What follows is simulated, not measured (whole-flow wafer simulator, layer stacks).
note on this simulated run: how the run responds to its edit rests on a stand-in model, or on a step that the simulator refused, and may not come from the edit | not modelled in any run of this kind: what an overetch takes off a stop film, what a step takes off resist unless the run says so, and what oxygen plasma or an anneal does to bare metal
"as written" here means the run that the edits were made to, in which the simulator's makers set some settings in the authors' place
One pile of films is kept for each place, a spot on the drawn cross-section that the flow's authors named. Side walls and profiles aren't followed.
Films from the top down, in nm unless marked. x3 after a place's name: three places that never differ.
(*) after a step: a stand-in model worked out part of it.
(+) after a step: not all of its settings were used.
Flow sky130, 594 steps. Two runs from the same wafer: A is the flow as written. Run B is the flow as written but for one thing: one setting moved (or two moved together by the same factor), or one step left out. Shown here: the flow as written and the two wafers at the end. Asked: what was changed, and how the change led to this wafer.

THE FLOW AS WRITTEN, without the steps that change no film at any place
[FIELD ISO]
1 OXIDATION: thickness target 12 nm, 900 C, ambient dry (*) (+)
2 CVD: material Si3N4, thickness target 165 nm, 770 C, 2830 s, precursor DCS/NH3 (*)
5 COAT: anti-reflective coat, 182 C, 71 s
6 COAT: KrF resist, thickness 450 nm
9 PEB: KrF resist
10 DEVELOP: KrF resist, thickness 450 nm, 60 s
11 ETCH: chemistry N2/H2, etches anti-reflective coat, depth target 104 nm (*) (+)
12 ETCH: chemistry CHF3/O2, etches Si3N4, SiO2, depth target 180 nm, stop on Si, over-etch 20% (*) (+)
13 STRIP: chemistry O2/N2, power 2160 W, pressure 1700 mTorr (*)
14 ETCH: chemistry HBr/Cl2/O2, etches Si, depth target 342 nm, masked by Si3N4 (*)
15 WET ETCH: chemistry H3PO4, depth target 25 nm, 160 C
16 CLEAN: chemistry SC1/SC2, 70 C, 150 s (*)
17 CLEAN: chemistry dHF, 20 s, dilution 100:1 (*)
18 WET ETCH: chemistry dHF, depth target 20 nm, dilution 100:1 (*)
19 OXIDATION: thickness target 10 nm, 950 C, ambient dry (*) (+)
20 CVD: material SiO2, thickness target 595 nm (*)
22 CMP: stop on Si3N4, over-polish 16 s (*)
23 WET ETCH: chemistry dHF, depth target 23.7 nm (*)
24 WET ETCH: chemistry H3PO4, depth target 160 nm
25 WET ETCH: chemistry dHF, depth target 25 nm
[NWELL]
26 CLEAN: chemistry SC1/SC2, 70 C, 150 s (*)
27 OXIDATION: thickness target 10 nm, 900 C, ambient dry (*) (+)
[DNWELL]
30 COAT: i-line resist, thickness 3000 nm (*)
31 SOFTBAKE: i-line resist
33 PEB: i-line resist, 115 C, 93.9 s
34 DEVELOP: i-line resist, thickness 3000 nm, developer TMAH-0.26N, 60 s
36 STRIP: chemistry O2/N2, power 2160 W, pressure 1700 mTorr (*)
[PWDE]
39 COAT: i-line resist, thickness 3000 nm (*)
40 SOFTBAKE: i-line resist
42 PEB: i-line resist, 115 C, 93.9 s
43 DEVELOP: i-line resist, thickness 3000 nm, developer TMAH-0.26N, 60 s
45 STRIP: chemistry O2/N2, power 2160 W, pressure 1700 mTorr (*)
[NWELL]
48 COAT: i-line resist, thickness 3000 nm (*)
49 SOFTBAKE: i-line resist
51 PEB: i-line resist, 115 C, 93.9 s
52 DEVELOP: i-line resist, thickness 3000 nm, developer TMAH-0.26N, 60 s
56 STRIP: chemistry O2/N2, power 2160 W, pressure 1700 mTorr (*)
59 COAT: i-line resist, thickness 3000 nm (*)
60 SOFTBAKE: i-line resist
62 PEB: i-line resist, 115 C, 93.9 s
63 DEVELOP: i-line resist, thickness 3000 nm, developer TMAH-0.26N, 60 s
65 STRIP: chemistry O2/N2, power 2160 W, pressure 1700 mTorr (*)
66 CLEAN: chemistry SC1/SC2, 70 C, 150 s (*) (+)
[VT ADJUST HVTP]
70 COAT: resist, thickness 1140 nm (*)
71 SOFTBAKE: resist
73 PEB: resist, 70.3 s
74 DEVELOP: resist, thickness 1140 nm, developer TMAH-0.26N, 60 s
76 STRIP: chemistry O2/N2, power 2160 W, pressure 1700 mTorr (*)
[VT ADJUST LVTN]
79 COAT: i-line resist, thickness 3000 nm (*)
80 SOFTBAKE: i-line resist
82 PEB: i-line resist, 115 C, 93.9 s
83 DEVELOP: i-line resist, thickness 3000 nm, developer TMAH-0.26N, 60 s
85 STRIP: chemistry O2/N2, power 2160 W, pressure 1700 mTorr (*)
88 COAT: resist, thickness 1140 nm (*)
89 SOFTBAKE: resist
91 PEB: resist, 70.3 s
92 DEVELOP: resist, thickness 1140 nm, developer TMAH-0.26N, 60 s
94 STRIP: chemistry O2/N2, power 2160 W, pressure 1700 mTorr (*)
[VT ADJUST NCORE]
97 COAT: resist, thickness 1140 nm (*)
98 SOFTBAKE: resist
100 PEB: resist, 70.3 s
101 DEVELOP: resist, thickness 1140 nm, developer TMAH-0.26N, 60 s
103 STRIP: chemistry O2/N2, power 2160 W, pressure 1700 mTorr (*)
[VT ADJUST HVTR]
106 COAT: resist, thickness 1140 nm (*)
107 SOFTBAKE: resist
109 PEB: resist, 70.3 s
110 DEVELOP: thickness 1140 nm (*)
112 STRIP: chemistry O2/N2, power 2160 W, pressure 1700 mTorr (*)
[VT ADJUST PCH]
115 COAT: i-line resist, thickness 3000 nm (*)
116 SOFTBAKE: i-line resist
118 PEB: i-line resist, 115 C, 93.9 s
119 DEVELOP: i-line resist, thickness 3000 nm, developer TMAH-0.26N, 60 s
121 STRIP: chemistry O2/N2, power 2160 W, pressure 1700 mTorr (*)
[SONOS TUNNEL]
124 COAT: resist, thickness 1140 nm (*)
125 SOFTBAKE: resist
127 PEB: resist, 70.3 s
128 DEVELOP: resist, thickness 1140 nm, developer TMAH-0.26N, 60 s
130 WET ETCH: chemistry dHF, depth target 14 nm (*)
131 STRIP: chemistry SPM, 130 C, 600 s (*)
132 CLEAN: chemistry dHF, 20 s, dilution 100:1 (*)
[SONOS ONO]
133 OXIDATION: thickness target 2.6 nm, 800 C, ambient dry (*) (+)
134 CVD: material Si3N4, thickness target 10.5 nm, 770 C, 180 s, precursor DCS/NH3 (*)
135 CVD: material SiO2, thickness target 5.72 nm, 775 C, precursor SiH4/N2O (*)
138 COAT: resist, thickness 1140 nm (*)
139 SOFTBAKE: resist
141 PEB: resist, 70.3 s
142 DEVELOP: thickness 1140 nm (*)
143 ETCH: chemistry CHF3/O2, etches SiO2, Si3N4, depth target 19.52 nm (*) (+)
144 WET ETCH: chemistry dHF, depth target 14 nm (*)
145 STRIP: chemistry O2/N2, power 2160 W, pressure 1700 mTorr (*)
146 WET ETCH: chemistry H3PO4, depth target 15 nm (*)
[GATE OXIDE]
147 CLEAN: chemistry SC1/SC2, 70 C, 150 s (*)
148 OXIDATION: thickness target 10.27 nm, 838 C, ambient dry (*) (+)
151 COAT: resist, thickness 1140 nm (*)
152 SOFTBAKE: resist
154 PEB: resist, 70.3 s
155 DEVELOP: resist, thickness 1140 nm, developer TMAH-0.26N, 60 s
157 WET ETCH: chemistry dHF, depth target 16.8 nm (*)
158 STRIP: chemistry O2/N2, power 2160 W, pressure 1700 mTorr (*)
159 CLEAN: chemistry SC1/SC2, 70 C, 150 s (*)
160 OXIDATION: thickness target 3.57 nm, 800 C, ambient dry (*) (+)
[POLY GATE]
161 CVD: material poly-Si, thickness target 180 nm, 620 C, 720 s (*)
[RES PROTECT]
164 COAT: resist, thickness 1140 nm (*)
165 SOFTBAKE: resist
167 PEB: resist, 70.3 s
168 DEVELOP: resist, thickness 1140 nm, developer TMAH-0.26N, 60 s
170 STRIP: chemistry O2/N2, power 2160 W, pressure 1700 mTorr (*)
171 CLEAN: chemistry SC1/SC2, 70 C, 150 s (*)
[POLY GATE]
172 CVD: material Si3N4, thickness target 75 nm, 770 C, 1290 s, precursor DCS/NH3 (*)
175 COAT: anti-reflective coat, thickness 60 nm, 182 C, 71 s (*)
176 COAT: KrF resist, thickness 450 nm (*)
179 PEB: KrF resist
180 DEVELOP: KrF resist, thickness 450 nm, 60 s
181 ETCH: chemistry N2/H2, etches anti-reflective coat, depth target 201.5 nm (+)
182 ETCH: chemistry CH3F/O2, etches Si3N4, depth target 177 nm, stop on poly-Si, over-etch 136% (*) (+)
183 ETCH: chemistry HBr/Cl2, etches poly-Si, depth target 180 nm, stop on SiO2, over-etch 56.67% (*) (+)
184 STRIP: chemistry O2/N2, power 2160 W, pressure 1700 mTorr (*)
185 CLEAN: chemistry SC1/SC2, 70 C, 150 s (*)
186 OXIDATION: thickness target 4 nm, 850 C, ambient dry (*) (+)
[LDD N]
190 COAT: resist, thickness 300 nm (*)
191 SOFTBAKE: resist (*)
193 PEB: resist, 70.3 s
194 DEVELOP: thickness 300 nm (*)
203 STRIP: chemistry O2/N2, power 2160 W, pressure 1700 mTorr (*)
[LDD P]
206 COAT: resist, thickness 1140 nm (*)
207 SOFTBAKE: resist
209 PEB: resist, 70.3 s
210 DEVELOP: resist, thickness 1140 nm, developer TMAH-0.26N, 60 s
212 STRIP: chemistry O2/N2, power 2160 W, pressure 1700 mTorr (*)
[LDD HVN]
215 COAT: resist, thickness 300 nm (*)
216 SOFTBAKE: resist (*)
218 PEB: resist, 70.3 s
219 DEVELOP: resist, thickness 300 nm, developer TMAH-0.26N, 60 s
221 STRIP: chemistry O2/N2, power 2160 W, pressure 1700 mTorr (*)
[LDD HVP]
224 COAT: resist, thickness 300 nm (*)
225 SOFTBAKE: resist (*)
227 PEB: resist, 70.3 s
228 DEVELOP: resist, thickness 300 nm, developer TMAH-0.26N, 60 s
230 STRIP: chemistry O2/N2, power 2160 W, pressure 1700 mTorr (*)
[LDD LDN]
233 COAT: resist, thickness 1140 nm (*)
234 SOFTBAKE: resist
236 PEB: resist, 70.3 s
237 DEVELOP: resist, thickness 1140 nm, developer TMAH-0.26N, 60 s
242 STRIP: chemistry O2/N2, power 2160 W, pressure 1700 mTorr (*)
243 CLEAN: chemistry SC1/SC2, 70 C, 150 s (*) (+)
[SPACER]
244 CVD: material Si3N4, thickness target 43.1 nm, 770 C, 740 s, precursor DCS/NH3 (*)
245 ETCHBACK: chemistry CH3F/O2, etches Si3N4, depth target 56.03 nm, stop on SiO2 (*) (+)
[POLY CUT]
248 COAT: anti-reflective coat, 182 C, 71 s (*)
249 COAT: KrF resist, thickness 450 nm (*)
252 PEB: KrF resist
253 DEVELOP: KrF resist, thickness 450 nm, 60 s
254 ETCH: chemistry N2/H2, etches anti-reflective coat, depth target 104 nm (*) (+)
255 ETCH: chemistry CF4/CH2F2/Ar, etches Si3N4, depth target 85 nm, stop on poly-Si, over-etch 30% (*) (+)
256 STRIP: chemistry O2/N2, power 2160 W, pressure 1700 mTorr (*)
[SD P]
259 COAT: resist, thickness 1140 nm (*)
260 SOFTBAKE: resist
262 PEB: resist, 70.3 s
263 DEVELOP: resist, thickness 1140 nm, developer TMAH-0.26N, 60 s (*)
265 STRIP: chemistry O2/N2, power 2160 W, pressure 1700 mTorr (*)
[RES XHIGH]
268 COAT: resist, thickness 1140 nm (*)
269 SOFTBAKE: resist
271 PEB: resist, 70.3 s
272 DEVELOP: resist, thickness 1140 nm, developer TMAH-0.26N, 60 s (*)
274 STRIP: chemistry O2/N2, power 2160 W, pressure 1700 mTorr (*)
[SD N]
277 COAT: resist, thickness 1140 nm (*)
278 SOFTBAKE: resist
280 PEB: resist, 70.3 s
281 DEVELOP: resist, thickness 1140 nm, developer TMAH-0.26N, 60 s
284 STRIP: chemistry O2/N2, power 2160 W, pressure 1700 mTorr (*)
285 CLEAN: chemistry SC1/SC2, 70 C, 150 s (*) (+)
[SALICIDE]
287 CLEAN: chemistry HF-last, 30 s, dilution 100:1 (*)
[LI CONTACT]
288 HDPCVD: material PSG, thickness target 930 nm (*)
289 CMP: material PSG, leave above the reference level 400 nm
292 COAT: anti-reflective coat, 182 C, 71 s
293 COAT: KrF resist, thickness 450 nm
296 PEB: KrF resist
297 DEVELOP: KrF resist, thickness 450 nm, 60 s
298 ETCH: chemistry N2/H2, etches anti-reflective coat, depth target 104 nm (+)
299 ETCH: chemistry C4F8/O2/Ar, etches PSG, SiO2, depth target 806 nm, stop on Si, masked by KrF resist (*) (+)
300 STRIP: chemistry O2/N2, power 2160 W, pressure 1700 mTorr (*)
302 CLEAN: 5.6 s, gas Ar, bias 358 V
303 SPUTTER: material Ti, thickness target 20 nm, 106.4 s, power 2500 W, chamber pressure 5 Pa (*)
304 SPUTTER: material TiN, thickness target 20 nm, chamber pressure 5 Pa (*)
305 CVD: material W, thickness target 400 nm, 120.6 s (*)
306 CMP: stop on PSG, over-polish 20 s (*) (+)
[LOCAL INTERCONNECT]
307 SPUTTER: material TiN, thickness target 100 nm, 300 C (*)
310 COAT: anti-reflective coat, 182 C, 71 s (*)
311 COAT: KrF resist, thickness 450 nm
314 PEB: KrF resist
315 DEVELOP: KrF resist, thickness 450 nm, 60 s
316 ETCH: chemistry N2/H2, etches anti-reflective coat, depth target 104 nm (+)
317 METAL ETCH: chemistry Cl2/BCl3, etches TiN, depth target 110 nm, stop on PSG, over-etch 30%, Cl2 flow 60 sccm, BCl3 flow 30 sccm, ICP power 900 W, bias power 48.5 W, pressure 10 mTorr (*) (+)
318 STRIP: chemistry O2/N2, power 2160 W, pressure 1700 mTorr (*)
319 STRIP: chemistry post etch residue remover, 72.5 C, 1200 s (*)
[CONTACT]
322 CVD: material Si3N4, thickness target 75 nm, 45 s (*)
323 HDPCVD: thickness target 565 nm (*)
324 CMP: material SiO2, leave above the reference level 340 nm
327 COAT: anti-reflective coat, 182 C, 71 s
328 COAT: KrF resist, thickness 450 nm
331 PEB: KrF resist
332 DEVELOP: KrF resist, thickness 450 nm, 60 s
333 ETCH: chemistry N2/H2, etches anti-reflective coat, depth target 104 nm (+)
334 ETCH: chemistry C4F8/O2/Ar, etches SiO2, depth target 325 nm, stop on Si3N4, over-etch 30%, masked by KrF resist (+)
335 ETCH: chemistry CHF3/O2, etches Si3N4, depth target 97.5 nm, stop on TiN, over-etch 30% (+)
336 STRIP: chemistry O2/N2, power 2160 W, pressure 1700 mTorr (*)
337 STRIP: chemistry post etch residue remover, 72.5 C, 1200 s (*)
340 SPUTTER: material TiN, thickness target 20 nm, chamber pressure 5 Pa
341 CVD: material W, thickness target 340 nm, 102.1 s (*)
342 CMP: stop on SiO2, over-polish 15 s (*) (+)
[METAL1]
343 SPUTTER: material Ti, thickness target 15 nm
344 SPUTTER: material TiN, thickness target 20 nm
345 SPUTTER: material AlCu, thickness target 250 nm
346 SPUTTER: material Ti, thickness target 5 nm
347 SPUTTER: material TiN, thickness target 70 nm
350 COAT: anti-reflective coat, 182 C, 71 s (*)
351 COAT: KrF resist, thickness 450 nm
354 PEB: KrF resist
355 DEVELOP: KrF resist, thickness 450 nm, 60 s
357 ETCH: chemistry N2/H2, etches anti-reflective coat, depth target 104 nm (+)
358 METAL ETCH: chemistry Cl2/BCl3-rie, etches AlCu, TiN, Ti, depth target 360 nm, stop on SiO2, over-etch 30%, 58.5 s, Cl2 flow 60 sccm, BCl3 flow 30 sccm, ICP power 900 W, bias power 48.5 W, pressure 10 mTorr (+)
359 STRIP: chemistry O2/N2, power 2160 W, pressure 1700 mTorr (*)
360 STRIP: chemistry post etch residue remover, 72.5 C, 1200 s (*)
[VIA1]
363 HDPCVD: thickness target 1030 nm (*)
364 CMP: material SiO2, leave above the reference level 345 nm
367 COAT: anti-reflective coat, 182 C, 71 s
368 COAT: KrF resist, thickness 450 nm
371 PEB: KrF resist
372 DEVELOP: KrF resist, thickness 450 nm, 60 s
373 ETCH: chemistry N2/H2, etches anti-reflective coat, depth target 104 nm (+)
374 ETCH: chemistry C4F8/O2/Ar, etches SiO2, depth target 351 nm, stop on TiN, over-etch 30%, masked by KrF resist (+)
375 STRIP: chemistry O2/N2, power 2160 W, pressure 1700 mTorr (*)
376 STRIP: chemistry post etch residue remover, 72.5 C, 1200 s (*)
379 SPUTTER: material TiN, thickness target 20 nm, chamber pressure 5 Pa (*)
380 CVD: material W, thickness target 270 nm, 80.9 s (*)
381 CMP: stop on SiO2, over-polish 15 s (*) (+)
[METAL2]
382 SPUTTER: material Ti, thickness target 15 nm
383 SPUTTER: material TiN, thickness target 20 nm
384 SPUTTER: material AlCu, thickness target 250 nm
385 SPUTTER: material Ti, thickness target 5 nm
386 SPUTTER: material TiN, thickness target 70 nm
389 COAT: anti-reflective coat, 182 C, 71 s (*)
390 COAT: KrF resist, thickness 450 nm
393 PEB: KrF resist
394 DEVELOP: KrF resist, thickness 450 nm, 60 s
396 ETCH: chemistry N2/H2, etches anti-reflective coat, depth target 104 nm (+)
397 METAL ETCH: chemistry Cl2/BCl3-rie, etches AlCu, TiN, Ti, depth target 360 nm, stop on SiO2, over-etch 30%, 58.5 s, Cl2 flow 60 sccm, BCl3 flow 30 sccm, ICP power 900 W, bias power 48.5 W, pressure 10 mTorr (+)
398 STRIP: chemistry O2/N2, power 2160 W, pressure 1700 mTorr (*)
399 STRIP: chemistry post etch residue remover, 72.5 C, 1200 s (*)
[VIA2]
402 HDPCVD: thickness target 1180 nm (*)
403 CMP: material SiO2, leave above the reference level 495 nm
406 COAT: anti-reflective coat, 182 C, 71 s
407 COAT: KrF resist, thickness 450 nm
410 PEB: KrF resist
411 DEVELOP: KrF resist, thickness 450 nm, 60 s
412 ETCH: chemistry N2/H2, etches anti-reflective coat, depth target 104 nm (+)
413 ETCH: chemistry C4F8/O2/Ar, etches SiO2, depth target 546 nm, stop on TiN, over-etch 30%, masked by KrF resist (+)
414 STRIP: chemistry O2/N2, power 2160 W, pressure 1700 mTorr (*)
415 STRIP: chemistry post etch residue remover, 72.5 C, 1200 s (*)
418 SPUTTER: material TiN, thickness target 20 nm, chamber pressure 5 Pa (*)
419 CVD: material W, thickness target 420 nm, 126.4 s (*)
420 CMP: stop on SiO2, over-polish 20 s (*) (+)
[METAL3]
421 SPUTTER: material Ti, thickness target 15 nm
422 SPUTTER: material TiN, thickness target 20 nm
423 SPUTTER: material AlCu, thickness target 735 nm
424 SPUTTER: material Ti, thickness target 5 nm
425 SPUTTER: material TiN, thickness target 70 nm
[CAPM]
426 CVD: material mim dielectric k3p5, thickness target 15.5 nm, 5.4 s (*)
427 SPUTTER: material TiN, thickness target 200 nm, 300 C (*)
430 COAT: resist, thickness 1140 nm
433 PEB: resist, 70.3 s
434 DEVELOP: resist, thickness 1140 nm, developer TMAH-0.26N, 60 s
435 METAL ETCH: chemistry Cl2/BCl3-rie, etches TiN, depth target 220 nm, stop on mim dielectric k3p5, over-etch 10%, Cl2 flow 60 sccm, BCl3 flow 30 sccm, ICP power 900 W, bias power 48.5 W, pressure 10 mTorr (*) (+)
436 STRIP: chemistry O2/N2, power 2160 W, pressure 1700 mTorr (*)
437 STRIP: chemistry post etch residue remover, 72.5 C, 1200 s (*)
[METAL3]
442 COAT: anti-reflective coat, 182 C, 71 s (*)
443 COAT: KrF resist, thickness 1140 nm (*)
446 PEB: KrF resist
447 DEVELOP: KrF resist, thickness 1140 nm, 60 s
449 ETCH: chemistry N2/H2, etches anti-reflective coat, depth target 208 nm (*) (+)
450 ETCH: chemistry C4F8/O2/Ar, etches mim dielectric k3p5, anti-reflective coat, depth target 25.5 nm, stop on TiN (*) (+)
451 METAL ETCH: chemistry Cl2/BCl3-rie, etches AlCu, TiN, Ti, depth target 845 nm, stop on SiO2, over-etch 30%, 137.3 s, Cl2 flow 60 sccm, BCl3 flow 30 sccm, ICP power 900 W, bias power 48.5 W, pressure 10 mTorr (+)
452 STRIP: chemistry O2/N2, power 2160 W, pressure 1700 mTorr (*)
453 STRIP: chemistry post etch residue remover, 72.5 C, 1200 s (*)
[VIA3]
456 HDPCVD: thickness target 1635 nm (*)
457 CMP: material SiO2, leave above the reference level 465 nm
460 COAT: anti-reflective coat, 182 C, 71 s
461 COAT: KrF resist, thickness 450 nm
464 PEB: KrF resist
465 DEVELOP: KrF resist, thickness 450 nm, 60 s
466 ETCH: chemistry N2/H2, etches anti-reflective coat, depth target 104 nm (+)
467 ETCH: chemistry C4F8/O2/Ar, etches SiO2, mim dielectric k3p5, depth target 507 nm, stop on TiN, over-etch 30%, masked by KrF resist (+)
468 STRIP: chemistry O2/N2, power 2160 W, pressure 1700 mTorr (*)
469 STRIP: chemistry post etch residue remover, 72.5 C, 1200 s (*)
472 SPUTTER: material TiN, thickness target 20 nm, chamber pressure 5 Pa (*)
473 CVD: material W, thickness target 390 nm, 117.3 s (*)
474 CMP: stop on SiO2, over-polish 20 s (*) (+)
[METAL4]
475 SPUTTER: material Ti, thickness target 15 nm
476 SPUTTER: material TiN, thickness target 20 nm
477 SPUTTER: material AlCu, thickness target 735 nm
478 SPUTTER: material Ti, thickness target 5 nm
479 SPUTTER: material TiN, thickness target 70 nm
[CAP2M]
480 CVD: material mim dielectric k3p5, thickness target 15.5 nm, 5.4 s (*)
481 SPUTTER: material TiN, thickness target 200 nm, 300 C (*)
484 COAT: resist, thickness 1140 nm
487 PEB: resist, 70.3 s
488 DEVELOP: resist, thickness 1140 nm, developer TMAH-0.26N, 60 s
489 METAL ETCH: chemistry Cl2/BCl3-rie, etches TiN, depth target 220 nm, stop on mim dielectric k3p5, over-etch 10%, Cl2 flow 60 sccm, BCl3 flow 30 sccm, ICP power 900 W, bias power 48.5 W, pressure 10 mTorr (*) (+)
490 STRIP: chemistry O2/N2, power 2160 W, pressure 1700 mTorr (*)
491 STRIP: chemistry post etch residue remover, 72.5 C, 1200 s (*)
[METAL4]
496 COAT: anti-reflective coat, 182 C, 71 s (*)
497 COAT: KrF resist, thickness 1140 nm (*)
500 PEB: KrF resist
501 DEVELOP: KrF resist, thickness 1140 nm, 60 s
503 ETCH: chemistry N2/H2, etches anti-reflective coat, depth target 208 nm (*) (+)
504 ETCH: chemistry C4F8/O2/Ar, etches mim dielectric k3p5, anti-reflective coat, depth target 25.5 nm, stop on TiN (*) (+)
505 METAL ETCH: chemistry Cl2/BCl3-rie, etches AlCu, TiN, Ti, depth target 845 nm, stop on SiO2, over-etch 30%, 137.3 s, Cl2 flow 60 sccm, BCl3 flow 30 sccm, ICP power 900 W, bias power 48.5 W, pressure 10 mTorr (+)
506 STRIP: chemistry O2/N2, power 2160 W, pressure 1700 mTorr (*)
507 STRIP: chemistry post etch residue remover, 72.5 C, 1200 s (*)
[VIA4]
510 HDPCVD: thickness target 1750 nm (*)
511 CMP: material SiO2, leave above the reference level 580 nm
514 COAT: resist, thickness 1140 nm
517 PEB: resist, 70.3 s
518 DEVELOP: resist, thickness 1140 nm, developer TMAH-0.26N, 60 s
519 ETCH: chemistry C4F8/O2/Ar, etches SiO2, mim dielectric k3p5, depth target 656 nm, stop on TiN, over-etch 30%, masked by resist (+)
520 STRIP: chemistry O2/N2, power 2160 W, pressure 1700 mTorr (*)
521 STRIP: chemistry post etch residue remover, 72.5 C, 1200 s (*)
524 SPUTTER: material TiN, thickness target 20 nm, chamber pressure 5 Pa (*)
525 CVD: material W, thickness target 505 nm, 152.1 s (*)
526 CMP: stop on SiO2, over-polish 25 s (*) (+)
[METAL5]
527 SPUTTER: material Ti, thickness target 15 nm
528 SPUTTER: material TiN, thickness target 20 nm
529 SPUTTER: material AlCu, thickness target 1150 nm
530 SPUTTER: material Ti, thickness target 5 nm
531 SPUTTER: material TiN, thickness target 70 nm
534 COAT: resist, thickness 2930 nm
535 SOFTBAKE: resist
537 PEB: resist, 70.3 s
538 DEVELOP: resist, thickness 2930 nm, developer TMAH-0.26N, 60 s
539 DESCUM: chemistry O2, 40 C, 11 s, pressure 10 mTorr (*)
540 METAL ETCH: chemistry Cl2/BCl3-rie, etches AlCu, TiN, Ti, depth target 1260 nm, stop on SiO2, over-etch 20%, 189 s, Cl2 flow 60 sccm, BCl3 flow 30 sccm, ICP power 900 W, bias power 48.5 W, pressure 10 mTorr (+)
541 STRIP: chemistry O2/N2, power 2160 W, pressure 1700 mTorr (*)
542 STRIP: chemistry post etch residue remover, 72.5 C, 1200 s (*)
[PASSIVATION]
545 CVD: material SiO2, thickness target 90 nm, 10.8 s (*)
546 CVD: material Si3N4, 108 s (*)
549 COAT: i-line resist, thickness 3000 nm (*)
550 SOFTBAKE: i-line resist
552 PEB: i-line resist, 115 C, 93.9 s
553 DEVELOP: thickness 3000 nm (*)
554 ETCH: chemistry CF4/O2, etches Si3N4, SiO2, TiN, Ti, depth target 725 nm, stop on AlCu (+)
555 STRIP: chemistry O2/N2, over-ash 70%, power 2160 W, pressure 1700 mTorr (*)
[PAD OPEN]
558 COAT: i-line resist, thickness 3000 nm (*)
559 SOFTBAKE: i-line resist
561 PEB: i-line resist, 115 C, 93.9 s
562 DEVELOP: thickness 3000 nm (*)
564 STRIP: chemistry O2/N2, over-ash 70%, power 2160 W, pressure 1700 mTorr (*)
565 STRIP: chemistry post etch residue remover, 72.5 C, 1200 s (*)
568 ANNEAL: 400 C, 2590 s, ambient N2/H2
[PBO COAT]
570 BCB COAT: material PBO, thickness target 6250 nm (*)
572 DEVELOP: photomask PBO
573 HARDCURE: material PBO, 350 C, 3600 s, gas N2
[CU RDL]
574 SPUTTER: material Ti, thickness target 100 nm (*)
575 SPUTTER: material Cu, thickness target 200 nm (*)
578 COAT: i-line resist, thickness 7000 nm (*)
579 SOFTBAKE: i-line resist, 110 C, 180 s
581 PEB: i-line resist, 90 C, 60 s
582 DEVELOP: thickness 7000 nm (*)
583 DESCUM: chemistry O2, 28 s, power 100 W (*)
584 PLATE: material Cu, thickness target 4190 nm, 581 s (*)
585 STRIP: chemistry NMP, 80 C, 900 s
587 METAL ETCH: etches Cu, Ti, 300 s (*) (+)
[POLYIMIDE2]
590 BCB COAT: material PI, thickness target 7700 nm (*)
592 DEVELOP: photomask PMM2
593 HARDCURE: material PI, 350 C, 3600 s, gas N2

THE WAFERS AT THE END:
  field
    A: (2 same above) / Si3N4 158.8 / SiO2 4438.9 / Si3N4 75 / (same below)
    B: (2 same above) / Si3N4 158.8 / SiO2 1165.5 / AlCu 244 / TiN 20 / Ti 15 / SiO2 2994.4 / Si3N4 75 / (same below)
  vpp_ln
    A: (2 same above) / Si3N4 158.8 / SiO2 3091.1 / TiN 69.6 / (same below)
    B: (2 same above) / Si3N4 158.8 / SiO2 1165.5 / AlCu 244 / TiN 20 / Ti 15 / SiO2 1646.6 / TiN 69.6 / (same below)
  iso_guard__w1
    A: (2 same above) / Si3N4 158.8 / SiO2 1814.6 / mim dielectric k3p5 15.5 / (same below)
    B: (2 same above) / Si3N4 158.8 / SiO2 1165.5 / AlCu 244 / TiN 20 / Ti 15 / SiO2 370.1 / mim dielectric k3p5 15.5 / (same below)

The cause: step 505, METAL ETCH: depth target 431 nm was run, where the flow has depth target 845 nm; step 505, METAL ETCH: 70 s was run, where the flow has 137.3 s.

How the change led to this, step by step:
  505 METAL ETCH: chemistry Cl2/BCl3-rie, etches AlCu, TiN, Ti, depth target 845 nm, stop on SiO2, over-etch 30%, 137.3 s, Cl2 flow 60 sccm, BCl3 flow 30 sccm, ICP power 900 W, bias power 48.5 W, pressure 10 mTorr (+)
      field, gate, spacer and 68 more: A TiN -70 (all of it), Ti -5 (all of it), AlCu -735 (all of it), TiN -20 (all of it), Ti -15 (all of it), SiO2 -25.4 | B TiN -70 (all of it), Ti -5 (all of it), AlCu -485.3
      active, vpp_iso1, mim_edge_plate and 14 more: A TiN -70 (all of it), Ti -5 (all of it), AlCu -735 (all of it), TiN -20 (all of it), Ti -15 (all of it), SiO2 -25.3 | B TiN -70 (all of it), Ti -5 (all of it), AlCu -485.3
      (and at 105 more places)
  506 STRIP: chemistry O2/N2, power 2160 W, pressure 1700 mTorr (*)
      n_well, p_well, gate_hv and 83 more: A KrF resist -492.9 (all of it), anti-reflective coat -80 (all of it) | B KrF resist -762 (all of it), anti-reflective coat -80 (all of it)
      vcap_hvt, varactor_hvt_edge, varactor_hvt_sp: A KrF resist -494.5 (all of it), anti-reflective coat -80.3 (all of it) | B KrF resist -763.6 (all of it), anti-reflective coat -80.3 (all of it)
      (and at 16 more places)
  507 STRIP: chemistry post etch residue remover, 72.5 C, 1200 s (*)
      field, active, gate and 85 more: A nothing | B AlCu -5.72
  510 HDPCVD: thickness target 1750 nm (*)
      field, active, gate and 85 more: A SiO2 +1750 | B SiO2 +1750 (new film)
  511 CMP: material SiO2, leave above the reference level 580 nm
      field, active, gate and 77 more: A SiO2 -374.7 | B SiO2 -679
      iso_guard__w1, mim_edge_gap, vpp_l1ln, vpp_m3ln, rpm_encl, via2_enc, rpm_encl_psd, iso_guard_nsd_tip: A SiO2 -374.6 | B SiO2 -679
Counting metal films that touch as one body, field has 1 body; the flow as written gives 0 bodies.
Counting metal films that touch as one body, vpp_ln has 3 bodies (between them, from the top down: SiO2 1646.6; SiO2 267.2); the flow as written gives 2 bodies (between them, from the top down: SiO2 267.2).
Counting metal films that touch as one body, iso_guard__w1 has 2 bodies (between them, from the top down: SiO2 370.1 / mim dielectric k3p5 15.5); the flow as written gives 1 body.
